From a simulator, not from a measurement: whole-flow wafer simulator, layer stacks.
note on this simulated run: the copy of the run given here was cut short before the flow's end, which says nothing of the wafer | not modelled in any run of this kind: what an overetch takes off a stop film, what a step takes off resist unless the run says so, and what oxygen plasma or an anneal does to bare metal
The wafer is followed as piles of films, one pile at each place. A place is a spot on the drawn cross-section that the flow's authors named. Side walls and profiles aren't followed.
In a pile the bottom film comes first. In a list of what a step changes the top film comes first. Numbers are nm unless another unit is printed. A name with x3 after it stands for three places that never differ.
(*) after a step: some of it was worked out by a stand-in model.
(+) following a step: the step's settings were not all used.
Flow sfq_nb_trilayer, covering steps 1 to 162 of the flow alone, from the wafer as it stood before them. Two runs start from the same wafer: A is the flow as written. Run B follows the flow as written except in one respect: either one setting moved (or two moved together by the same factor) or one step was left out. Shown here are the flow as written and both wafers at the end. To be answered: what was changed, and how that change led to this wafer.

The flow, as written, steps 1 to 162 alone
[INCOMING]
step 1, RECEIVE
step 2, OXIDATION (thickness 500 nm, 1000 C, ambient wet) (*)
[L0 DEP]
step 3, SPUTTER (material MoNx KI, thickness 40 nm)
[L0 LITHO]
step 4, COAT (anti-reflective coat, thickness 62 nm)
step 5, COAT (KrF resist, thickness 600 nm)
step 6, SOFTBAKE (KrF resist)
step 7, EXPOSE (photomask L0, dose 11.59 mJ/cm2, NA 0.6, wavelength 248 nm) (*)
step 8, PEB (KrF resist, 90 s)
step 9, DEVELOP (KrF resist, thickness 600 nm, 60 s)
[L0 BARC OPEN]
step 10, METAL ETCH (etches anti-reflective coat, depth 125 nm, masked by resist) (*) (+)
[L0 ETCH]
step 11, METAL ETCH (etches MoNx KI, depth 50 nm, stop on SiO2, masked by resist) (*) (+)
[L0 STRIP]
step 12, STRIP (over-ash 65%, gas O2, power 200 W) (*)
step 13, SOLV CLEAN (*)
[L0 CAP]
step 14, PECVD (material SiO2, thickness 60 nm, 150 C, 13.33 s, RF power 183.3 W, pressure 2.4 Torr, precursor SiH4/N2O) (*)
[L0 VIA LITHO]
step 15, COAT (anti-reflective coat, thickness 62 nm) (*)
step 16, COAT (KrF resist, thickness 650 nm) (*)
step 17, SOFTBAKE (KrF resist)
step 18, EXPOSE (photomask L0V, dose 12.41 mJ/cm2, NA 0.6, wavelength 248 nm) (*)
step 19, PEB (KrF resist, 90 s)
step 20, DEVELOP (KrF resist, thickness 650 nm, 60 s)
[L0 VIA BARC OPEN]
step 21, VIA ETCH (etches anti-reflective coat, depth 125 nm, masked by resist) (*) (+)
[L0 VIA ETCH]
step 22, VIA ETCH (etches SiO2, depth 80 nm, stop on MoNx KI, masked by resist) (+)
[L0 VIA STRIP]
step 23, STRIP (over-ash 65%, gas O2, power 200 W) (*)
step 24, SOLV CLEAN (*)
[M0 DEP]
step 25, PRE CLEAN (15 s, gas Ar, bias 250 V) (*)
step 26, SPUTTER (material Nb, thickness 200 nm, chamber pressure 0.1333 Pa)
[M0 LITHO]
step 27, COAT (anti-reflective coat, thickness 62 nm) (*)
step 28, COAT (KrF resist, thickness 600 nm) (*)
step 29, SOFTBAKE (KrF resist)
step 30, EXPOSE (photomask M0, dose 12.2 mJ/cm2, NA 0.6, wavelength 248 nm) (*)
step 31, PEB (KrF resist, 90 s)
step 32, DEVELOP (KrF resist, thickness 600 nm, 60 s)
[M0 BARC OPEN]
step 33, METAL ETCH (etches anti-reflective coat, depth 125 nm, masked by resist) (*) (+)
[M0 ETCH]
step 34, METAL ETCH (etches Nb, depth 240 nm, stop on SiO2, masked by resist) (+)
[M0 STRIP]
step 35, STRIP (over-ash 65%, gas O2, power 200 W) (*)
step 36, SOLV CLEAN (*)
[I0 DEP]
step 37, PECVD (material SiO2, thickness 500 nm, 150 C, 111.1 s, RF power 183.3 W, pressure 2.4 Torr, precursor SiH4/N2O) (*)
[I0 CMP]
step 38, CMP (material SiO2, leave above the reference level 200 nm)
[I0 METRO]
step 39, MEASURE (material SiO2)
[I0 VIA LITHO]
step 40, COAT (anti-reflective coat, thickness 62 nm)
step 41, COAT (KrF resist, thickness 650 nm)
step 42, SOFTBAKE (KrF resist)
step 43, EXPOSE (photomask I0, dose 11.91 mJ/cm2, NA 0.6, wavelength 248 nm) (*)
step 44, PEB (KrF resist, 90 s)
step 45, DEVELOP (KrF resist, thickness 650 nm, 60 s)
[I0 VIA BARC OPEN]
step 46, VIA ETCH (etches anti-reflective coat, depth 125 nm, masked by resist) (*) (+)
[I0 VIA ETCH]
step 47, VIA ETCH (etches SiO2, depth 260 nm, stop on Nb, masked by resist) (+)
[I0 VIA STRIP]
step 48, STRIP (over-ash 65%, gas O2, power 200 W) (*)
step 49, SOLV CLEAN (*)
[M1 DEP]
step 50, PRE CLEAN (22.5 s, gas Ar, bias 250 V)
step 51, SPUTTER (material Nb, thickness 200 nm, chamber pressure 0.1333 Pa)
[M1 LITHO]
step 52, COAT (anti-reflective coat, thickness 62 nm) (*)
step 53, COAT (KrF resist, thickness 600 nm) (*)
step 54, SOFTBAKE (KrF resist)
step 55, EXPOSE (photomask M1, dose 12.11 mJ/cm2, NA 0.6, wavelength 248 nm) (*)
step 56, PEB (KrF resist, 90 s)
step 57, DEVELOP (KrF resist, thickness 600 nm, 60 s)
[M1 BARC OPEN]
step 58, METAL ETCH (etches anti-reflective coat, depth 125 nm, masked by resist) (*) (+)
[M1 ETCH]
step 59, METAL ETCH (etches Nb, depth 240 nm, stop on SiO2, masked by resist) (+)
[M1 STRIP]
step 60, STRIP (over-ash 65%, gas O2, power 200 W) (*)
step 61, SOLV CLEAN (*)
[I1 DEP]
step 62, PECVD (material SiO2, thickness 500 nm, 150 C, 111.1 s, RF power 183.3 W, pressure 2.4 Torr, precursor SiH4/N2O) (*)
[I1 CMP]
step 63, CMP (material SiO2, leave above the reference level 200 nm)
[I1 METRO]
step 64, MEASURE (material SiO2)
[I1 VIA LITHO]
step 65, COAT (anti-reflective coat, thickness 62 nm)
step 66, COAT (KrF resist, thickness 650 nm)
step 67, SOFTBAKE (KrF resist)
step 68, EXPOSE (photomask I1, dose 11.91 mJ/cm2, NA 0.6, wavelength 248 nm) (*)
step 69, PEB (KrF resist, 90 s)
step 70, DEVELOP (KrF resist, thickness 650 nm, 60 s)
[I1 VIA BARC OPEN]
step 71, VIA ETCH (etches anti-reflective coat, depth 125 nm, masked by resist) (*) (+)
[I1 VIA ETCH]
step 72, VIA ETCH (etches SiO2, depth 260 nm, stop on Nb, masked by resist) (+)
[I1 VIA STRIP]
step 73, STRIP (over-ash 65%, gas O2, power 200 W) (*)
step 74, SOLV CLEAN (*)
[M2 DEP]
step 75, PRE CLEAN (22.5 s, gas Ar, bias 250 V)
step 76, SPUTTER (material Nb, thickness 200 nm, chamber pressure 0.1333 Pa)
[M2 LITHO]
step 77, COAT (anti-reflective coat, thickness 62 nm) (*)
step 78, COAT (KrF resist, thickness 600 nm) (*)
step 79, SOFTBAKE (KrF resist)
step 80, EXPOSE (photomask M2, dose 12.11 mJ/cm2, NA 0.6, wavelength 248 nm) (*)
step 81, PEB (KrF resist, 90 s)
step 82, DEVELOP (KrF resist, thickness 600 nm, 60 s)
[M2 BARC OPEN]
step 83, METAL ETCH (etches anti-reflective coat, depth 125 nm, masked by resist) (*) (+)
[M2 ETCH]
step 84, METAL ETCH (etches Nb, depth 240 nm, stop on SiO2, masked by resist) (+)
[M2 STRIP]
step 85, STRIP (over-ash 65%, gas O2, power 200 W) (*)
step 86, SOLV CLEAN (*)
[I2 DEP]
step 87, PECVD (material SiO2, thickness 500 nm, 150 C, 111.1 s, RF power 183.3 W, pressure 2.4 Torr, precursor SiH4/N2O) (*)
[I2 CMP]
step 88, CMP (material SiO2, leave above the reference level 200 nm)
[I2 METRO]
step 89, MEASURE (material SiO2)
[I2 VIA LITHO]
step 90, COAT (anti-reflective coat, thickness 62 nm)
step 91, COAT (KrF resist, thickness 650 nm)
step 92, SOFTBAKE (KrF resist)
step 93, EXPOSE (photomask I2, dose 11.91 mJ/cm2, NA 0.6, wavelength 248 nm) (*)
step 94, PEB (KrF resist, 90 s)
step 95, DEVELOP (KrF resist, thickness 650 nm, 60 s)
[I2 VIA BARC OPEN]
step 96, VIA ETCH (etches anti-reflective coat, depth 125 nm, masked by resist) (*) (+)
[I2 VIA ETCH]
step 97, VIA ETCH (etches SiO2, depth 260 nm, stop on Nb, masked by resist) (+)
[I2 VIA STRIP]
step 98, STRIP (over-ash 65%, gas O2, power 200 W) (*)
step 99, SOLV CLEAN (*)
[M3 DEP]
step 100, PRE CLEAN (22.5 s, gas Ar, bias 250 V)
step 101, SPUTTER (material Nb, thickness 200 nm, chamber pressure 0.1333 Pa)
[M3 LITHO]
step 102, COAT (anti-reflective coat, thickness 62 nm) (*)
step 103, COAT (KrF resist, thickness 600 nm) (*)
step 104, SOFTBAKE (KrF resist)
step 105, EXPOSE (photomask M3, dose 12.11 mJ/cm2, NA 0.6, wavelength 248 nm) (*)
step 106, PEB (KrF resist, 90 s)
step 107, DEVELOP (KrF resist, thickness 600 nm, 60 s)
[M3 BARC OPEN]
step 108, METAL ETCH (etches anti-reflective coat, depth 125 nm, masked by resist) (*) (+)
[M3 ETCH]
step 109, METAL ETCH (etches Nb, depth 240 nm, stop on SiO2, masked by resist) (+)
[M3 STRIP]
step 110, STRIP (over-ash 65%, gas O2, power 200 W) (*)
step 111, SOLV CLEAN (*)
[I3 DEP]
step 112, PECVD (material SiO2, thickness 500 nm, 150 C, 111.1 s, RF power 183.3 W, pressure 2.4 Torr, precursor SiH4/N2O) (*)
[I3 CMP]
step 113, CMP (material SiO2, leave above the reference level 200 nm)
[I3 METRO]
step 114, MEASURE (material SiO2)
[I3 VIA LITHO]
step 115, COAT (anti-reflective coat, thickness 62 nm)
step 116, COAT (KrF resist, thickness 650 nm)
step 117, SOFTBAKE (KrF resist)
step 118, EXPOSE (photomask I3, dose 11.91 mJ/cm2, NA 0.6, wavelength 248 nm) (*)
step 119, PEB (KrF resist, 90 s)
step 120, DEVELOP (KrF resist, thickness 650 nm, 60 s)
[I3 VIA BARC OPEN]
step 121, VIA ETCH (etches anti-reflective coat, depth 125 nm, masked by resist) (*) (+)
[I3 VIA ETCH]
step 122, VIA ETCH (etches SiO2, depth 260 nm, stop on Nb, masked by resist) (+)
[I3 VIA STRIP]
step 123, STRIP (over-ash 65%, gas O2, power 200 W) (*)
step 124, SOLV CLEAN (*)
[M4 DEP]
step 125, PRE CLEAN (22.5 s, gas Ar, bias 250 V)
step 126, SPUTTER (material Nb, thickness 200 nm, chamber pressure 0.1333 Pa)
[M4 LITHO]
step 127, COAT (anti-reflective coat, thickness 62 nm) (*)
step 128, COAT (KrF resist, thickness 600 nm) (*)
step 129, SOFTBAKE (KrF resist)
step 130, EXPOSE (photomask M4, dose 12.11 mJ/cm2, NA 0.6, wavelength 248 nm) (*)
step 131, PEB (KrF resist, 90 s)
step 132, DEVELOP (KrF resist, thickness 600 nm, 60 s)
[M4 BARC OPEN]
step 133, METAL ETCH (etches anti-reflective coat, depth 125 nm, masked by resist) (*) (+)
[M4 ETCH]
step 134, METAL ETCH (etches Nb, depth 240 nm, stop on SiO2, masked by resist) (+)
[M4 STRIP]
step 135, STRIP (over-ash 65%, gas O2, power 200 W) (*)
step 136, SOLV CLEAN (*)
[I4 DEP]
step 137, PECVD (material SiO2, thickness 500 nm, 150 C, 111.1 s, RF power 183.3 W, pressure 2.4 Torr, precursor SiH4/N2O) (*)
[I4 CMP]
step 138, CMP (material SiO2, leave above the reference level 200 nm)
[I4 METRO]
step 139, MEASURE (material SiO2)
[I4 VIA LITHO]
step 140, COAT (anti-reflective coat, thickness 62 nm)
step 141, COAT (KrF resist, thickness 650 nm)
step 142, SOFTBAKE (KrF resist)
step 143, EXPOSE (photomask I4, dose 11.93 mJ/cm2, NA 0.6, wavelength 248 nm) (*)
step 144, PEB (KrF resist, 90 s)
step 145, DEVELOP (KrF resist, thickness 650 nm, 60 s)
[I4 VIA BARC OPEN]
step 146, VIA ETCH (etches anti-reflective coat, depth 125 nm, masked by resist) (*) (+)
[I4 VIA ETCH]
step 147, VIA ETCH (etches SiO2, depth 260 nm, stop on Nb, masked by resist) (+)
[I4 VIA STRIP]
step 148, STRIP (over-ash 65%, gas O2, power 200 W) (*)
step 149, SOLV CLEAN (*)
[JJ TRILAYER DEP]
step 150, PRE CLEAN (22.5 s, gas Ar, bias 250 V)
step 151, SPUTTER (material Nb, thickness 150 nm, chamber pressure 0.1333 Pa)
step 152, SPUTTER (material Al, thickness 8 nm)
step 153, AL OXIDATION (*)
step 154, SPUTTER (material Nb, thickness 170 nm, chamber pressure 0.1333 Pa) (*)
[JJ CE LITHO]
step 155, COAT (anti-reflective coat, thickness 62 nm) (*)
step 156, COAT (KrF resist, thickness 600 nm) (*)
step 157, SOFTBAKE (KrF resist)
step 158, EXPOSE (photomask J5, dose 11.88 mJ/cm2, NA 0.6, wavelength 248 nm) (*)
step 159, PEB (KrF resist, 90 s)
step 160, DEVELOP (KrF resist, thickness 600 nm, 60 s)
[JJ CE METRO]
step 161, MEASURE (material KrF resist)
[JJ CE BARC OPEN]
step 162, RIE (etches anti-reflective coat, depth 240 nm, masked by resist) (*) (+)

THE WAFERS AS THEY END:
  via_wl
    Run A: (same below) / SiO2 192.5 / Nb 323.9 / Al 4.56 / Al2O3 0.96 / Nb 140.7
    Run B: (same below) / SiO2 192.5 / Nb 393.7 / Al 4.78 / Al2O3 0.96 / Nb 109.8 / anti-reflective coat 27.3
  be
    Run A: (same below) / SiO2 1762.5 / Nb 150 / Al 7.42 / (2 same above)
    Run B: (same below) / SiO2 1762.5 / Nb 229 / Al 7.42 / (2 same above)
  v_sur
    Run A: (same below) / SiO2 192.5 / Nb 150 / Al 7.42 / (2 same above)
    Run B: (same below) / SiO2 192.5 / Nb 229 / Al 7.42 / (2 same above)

What caused this: step 151, SPUTTER: thickness 229 nm was run, while the flow as written has thickness 150 nm.
The wafer lets one read it off: be has Nb 229, and step 151 as written asks for 150 nm.

The path from the change to this, step by step:
  step 151, SPUTTER (material Nb, thickness 150 nm, chamber pressure 0.1333 Pa)
      field_l, v_sur, via_sp and 100 more: A Nb gains 150 (new film) | B Nb gains 229 (new film)
      via_wl, via_w, via_wr: A Nb gains 130.4 | B Nb gains 200.1
  step 154, SPUTTER (material Nb, thickness 170 nm, chamber pressure 0.1333 Pa) (*)
      via_wl, via_wr: A Nb gains 140.7 (new film) | B Nb gains 109.8 (new film)
      via_w: A Nb gains 141 (new film) | B Nb gains 155.2 (new film)
  step 155, COAT (anti-reflective coat, thickness 62 nm) (*)
      via_wl, via_wr: A anti-reflective coat gains 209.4 (new film) | B anti-reflective coat gains 267.3 (new film)
      via_w: A anti-reflective coat gains 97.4 (new film) | B anti-reflective coat gains 103.4 (new film)
  step 156, COAT (KrF resist, thickness 600 nm) (*)
      via_wl: A KrF resist gains 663 (new film) | B KrF resist gains 647.7 (new film)
      via_wr: A KrF resist gains 663.2 (new film) | B KrF resist gains 647.9 (new film)
  step 160, DEVELOP (KrF resist, thickness 600 nm, 60 s)
      via_wl: A KrF resist loses 661.6 (all of it) | B KrF resist loses 646.3 (all of it)
      via_wr: A KrF resist loses 661.8 (all of it) | B KrF resist loses 646.5 (all of it)
  step 162, RIE (etches anti-reflective coat, depth 240 nm, masked by resist) (*) (+)
      via_wl, via_wr: A anti-reflective coat loses 209.4 (all of it) | B anti-reflective coat loses 240
      ce_l, c5j, ce_r, wl_jj: A KrF resist loses 209.4 | B KrF resist loses 240
      (and at 1 other place as well)
